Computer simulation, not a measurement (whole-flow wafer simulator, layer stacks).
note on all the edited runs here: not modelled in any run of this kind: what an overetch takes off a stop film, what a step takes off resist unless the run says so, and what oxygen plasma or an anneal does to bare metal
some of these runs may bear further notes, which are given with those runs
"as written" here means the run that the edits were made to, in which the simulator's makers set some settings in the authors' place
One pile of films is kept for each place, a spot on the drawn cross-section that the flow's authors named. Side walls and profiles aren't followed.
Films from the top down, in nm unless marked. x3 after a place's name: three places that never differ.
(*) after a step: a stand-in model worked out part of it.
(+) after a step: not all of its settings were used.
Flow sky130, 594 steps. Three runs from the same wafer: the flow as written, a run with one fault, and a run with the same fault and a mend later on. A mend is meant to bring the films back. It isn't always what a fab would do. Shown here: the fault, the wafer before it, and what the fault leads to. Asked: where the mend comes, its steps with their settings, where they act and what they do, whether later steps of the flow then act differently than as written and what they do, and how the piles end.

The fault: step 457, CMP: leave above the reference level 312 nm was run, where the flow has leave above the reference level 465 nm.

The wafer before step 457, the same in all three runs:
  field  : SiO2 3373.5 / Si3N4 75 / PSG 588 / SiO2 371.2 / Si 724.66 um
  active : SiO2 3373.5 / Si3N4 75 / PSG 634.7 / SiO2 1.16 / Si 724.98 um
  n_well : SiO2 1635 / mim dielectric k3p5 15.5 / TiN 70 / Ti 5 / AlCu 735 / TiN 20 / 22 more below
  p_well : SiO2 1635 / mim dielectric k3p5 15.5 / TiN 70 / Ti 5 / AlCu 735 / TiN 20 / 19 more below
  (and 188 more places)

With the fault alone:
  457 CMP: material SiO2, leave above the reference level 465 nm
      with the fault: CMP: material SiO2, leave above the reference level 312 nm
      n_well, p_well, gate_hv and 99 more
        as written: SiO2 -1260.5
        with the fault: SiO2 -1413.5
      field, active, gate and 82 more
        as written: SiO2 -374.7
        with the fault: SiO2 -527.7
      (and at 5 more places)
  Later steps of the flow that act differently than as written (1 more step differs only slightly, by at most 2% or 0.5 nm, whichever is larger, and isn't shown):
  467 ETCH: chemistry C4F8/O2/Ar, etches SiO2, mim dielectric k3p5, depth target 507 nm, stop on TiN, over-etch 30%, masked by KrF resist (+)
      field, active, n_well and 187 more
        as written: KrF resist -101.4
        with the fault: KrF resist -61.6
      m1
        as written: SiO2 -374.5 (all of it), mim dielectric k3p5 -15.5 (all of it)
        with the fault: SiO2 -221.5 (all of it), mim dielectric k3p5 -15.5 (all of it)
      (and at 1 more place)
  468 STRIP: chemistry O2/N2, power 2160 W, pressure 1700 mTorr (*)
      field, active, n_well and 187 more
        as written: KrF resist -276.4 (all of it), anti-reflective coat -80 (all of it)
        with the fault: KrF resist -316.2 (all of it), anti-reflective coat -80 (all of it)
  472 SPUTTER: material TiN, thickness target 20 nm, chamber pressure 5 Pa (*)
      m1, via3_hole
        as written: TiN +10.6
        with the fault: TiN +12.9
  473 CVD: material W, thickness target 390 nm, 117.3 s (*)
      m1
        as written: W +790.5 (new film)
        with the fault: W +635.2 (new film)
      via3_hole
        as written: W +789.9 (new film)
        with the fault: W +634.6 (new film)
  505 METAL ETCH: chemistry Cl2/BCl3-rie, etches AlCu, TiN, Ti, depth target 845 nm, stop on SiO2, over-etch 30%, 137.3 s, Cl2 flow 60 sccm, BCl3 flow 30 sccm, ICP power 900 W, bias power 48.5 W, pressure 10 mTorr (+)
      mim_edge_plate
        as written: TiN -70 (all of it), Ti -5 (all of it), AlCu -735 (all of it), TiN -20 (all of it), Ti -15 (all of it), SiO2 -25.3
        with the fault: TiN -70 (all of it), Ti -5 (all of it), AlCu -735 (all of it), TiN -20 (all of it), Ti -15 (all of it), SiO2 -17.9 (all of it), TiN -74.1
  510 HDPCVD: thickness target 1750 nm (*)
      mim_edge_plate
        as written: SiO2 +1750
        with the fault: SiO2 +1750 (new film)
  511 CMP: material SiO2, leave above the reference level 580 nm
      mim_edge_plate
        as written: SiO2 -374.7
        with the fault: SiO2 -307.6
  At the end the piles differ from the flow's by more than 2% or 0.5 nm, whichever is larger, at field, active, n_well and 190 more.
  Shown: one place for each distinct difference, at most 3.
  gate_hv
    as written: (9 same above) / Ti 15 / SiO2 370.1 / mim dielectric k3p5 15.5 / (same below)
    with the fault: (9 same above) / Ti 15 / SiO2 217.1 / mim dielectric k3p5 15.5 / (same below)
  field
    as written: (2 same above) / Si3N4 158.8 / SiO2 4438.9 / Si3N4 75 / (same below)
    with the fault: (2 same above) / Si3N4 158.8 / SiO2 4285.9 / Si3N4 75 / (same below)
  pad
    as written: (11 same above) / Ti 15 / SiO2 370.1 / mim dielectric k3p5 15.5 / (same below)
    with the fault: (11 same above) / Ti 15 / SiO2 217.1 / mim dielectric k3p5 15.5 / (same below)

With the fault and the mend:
  The mend comes after step 457.
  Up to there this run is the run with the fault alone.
  457a HDPCVD: thickness target 153 nm (*) (the flow's step 456 once more, with other settings)
      field, active, n_well and 189 more
        SiO2 +153
  No later step of the flow acts differently than as written, at any place that is followed, by more than 2% or 0.5 nm, whichever is larger.
  At the end the piles are the same as the flow's at every place that both follow.
